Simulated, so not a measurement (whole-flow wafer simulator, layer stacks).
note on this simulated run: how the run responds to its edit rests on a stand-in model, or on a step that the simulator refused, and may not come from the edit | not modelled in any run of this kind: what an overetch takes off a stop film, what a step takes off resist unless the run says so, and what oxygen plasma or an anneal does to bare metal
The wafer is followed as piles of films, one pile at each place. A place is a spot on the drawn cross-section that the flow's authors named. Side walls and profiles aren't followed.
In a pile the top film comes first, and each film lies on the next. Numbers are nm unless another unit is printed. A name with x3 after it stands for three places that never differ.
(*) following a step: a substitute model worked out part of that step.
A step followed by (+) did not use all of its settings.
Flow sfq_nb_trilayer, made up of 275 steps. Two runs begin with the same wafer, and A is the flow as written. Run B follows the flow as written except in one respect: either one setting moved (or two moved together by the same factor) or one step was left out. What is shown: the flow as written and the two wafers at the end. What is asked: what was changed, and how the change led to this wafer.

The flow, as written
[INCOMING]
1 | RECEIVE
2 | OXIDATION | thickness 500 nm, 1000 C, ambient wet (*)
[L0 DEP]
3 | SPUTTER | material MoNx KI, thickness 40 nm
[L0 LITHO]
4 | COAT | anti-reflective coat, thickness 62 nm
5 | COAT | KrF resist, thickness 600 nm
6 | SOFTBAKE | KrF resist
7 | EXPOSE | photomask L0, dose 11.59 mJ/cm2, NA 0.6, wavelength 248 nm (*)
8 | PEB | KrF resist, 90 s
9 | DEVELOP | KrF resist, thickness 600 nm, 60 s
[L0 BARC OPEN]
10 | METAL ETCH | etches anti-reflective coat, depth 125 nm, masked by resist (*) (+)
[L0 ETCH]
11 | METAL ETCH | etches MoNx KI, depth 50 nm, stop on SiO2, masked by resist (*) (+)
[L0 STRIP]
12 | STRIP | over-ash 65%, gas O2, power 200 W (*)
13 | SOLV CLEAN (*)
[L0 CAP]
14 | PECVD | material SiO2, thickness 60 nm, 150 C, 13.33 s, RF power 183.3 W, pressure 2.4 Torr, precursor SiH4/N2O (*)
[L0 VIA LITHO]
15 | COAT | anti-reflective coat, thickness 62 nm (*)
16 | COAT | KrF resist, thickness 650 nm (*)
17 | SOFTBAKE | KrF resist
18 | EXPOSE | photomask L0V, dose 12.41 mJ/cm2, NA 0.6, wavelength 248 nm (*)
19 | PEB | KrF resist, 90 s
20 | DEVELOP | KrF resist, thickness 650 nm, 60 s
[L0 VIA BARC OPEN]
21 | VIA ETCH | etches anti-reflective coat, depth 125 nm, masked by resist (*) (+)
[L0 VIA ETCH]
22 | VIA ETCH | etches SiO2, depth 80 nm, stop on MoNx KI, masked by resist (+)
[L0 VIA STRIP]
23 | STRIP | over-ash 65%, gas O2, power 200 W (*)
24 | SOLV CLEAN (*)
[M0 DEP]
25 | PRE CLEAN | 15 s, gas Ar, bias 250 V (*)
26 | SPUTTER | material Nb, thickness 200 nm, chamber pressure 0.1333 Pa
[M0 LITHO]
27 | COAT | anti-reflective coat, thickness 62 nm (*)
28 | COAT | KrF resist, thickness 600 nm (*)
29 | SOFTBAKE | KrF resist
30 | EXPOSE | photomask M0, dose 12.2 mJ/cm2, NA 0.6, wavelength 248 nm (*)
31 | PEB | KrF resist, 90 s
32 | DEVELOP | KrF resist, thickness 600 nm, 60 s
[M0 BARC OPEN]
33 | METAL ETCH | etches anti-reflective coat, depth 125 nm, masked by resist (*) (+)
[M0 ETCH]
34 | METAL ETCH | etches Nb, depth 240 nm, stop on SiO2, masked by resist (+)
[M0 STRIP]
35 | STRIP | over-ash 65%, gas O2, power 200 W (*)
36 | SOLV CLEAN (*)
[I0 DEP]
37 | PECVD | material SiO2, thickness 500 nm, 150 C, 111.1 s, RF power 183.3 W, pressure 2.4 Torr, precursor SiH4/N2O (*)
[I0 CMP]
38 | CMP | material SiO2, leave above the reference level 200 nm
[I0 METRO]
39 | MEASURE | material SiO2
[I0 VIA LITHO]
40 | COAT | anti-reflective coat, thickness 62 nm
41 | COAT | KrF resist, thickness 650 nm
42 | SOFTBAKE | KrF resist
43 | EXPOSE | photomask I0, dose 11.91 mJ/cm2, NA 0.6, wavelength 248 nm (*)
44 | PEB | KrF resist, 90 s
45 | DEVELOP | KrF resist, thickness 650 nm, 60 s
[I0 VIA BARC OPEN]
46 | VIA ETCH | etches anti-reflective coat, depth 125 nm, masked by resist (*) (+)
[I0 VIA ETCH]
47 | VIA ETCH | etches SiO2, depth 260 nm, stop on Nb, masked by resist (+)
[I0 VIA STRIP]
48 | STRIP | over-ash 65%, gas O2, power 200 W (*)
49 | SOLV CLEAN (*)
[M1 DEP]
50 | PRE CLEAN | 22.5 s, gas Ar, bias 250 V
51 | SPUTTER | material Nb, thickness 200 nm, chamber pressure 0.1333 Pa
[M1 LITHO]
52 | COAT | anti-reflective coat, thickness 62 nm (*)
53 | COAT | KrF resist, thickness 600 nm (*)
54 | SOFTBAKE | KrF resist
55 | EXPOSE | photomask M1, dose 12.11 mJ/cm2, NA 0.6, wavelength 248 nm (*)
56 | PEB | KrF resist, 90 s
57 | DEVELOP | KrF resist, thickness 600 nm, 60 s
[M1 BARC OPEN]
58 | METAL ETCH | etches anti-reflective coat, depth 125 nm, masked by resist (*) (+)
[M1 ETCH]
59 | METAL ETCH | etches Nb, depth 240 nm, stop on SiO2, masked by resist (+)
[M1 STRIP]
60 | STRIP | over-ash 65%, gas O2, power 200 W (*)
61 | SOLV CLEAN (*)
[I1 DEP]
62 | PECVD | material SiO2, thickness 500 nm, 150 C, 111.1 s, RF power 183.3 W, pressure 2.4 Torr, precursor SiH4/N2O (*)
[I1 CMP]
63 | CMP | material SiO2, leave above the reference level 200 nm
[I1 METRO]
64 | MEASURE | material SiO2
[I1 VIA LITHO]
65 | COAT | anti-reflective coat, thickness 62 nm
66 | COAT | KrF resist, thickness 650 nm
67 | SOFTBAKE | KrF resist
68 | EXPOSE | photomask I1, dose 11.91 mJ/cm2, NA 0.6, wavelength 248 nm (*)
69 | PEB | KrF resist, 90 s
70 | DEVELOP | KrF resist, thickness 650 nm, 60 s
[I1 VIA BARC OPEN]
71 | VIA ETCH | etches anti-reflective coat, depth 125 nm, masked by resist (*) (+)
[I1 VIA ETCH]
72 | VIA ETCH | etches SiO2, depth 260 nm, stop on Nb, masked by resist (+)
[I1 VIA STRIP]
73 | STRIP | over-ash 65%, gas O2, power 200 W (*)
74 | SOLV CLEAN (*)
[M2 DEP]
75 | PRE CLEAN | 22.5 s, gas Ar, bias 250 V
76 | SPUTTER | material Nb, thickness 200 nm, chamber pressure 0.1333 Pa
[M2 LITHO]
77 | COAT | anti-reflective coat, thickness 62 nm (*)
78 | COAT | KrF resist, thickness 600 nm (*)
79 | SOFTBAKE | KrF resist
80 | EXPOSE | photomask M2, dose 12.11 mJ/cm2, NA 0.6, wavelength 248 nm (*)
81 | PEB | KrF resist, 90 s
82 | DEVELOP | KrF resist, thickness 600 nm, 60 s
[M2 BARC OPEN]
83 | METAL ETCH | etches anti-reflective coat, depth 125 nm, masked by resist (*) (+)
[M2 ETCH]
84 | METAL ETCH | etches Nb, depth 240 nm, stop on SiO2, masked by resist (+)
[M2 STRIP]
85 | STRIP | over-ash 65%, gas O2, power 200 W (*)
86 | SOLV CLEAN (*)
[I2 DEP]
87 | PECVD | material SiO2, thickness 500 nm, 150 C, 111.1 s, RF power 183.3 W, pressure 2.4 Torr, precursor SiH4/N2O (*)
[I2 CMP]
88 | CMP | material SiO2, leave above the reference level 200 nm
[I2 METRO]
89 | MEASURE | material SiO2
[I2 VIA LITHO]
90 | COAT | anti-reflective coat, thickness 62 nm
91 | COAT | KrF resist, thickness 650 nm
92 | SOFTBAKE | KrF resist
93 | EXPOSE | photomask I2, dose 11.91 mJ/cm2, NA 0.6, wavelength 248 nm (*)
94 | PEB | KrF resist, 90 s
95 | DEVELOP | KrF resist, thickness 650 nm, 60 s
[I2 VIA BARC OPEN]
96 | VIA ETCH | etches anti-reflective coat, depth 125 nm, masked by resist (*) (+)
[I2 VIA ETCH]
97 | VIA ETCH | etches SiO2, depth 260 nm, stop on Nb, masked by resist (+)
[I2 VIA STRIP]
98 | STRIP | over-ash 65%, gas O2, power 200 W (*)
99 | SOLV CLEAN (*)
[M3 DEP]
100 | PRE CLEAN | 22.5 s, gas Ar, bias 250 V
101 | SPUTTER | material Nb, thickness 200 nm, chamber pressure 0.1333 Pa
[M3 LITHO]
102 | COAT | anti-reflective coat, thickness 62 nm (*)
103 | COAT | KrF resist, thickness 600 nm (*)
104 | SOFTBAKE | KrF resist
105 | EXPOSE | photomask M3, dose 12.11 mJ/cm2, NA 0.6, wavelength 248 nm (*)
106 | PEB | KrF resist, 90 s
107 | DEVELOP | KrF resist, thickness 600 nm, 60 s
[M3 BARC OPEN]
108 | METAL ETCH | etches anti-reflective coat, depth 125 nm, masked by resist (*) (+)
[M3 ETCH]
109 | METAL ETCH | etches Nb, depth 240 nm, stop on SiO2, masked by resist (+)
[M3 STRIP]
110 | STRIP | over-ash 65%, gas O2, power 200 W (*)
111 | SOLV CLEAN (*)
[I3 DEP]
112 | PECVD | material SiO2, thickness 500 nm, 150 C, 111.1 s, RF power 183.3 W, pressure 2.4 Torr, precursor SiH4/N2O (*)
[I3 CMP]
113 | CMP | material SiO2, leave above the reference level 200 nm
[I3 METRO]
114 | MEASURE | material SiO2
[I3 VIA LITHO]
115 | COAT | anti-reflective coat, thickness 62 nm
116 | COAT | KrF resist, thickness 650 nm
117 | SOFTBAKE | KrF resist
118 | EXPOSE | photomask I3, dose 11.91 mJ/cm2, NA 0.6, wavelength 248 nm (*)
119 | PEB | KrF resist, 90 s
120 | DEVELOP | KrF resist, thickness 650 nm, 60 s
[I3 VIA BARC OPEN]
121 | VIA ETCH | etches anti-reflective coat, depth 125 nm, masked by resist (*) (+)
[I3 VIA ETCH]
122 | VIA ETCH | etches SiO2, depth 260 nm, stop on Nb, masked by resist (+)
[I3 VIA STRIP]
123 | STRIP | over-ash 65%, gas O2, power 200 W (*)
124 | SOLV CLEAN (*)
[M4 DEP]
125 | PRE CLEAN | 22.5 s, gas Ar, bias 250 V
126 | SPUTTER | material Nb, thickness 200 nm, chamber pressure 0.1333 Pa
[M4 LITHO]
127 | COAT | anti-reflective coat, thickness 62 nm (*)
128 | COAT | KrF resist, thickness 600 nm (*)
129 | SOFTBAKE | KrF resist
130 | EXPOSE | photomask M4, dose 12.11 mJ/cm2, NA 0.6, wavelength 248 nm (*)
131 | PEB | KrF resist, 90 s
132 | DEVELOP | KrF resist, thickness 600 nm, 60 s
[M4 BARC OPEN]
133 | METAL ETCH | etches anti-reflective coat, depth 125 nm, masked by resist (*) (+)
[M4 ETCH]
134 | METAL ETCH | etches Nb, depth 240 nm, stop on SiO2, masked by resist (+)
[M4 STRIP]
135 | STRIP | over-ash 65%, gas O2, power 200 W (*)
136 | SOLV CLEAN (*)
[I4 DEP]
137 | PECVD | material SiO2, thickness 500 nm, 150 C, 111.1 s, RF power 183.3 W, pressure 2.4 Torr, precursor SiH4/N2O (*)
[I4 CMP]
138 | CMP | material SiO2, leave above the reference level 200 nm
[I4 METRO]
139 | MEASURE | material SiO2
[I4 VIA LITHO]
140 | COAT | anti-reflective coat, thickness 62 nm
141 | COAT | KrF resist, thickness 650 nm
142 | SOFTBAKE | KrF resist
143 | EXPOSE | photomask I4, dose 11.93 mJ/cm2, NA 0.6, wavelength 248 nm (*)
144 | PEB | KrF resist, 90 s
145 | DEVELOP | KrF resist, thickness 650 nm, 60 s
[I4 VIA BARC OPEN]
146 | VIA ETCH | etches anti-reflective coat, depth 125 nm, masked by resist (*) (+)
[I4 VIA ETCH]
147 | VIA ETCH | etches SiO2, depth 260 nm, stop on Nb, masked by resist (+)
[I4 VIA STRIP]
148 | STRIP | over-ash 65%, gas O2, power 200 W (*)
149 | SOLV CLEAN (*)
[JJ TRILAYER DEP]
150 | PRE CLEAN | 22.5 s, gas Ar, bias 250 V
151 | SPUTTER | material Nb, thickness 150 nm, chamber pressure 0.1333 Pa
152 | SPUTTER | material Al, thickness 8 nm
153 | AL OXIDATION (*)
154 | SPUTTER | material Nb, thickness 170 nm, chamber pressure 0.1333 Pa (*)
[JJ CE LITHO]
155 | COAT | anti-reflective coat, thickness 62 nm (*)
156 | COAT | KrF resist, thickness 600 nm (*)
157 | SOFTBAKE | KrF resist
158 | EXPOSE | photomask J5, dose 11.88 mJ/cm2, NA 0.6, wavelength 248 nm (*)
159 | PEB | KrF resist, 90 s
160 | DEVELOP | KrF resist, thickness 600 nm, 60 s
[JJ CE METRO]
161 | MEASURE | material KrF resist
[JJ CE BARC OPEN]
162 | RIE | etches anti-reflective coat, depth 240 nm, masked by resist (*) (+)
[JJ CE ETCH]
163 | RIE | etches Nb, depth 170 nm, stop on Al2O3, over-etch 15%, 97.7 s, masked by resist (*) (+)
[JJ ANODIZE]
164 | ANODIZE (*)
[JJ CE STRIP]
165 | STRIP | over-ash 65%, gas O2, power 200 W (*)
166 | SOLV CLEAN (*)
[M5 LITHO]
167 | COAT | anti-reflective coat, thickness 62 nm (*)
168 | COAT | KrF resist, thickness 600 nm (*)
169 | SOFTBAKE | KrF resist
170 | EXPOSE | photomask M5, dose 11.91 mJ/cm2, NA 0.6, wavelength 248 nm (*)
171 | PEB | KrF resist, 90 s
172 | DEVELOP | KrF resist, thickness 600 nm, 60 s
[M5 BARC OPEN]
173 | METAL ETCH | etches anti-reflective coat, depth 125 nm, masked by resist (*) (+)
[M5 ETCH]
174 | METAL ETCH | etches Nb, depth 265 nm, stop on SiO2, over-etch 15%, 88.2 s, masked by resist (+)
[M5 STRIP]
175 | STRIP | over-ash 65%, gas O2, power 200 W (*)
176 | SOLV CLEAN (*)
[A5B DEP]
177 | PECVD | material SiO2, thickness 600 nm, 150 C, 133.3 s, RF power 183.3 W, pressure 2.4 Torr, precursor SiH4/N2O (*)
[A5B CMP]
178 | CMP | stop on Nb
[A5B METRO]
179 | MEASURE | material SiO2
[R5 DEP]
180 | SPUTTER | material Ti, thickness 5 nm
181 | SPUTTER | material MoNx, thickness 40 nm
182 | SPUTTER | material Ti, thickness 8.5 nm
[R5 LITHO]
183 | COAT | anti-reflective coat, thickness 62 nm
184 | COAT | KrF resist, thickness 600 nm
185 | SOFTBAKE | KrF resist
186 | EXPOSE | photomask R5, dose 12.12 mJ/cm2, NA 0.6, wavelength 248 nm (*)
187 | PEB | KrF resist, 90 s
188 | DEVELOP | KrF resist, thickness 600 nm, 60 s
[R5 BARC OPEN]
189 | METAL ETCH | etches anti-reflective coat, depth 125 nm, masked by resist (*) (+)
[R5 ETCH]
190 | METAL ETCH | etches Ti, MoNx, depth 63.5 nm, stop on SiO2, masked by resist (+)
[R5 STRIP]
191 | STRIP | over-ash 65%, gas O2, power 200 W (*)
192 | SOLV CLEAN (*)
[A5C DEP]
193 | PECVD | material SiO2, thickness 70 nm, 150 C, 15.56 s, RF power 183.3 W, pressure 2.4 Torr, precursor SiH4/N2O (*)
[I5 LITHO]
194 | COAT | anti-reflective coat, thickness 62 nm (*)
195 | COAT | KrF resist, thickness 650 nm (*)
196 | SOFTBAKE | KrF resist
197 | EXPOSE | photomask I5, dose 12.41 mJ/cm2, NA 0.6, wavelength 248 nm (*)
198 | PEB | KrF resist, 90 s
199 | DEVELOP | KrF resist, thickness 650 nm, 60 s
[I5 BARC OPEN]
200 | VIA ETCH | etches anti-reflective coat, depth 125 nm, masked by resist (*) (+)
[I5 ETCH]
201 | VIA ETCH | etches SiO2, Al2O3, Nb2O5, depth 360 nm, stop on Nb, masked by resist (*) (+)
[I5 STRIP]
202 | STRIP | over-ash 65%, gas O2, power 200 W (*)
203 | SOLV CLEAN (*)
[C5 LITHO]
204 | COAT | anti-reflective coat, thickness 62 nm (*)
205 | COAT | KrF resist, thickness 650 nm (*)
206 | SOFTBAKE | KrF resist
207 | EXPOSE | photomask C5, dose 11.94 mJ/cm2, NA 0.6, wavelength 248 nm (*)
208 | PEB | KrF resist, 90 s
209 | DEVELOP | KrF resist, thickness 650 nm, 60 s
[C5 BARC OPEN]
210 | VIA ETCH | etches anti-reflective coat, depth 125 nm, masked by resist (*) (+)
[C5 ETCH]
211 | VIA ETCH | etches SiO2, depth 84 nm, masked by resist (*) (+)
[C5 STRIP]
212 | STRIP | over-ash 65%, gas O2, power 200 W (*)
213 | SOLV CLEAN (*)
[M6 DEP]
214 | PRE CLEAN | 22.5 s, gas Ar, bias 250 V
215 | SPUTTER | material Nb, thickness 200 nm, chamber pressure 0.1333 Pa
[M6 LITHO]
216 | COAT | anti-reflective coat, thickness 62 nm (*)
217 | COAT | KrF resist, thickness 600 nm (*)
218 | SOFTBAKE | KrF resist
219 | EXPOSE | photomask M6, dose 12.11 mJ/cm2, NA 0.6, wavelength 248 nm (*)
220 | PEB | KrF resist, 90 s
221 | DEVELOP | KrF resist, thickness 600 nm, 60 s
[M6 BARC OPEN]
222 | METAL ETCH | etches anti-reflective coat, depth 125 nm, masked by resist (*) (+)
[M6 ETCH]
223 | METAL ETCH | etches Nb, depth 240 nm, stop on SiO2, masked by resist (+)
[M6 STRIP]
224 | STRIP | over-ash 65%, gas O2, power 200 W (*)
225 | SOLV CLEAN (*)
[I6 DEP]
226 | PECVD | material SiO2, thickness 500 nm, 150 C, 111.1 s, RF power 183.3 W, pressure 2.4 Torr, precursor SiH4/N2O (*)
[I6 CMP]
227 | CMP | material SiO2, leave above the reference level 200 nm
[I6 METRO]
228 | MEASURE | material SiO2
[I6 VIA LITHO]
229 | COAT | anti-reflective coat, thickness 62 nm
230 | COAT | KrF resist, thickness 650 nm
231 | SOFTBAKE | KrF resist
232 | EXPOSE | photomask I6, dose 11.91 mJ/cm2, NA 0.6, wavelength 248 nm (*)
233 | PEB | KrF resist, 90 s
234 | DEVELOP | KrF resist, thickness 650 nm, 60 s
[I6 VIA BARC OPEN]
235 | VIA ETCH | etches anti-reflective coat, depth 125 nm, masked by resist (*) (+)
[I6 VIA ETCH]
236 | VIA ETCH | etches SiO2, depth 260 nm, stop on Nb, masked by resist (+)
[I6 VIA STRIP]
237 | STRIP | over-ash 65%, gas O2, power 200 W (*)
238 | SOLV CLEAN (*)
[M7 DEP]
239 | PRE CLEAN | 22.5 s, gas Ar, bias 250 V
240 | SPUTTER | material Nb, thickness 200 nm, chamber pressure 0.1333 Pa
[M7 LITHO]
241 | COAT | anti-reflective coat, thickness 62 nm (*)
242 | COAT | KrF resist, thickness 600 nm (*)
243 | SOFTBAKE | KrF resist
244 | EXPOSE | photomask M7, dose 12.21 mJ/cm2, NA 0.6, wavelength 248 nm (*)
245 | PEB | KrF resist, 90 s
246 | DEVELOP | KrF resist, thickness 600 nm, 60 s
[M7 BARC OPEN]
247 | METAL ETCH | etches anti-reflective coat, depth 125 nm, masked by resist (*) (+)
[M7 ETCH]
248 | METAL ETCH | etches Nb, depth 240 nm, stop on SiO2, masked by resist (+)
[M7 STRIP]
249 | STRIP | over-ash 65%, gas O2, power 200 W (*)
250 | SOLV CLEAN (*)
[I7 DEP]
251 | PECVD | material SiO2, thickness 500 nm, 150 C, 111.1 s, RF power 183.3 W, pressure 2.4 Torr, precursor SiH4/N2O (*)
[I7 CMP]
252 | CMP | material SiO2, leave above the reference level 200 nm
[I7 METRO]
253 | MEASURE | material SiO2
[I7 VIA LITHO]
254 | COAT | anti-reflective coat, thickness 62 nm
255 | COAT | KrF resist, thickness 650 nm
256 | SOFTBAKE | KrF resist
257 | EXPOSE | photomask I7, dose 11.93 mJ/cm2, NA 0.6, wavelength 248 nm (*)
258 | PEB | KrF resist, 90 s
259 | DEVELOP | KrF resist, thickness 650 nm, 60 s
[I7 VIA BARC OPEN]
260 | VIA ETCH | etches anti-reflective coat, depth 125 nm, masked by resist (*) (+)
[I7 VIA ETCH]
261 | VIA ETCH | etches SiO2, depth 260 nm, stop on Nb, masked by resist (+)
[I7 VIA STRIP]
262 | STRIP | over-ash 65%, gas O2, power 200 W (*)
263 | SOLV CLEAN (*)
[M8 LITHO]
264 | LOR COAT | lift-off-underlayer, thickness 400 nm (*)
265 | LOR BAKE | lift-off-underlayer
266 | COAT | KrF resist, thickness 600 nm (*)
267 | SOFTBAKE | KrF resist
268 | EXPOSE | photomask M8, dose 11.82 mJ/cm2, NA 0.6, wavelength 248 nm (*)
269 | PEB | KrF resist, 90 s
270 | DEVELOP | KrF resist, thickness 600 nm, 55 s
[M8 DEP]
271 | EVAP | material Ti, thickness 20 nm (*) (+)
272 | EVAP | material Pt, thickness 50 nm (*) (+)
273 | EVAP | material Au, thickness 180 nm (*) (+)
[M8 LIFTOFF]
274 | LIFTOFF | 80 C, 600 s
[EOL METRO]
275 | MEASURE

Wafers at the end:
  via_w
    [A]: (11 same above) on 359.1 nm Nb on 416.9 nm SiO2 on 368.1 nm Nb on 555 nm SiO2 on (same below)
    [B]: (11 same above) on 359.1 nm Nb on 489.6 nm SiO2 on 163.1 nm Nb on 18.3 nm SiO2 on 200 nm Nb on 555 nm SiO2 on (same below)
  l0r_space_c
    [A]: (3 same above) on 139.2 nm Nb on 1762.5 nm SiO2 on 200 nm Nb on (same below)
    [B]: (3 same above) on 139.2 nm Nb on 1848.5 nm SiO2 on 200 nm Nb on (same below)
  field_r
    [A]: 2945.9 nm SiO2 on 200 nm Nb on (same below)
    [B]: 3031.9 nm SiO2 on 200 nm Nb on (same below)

What caused this: step 38, CMP: leave above the reference level 286 nm was run, while the flow as written has leave above the reference level 200 nm.

The path from the change to this, step by step:
  38 | CMP | material SiO2, leave above the reference level 200 nm
      v_sur, via_wl, via_w and 94 more: A -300 SiO2 | B -214 SiO2
      field_l, l0_sur, l0r_line_l, l0r_line_c, l0r_line_r: A -340 SiO2 | B -254 SiO2
      (as well as at 4 more places)
  47 | VIA ETCH | etches SiO2, depth 260 nm, stop on Nb, masked by resist (+)
      via_w: A -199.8 SiO2 (all of it) | B -260 SiO2
  50 | PRE CLEAN | 22.5 s, gas Ar, bias 250 V
      via_w: A -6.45 Nb | B -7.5 SiO2
  51 | SPUTTER | material Nb, thickness 200 nm, chamber pressure 0.1333 Pa
      via_w: A +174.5 Nb | B +163.1 Nb (new film)
  52 | COAT | anti-reflective coat, thickness 62 nm (*)
      via_w: A +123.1 anti-reflective coat (new film) | B +136.1 anti-reflective coat (new film)
      via_wr: A +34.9 anti-reflective coat (new film) | B +33.2 anti-reflective coat (new film)
  53 | COAT | KrF resist, thickness 600 nm (*)
      via_w: A +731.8 KrF resist (new film) | B +781.6 KrF resist (new film)
  60 | STRIP | over-ash 65%, gas O2, power 200 W (*)
      via_w: A -513.8 KrF resist (all of it), -123.1 anti-reflective coat (all of it) | B -563.6 KrF resist (all of it), -136.1 anti-reflective coat (all of it)
      via_wr: A -384.4 KrF resist (all of it), -34.9 anti-reflective coat (all of it) | B -378.6 KrF resist (all of it), -33.2 anti-reflective coat (all of it)
  62 | PECVD | material SiO2, thickness 500 nm, 150 C, 111.1 s, RF power 183.3 W, pressure 2.4 Torr, precursor SiH4/N2O (*)
      via_w: A +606 SiO2 (new film) | B +678.7 SiO2 (new film)
If metal films that touch count as one body, via_w has 6 bodies (between them, from the top down: SiO2 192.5; SiO2 427.3 / Al2O3 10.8 / Nb2O5 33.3; SiO2 425.9; SiO2 489.6; SiO2 18.3); the flow as written gives 5 bodies (between them, from the top down: SiO2 192.5; SiO2 427.3 / Al2O3 10.8 / Nb2O5 33.3; SiO2 425.9; SiO2 416.9).
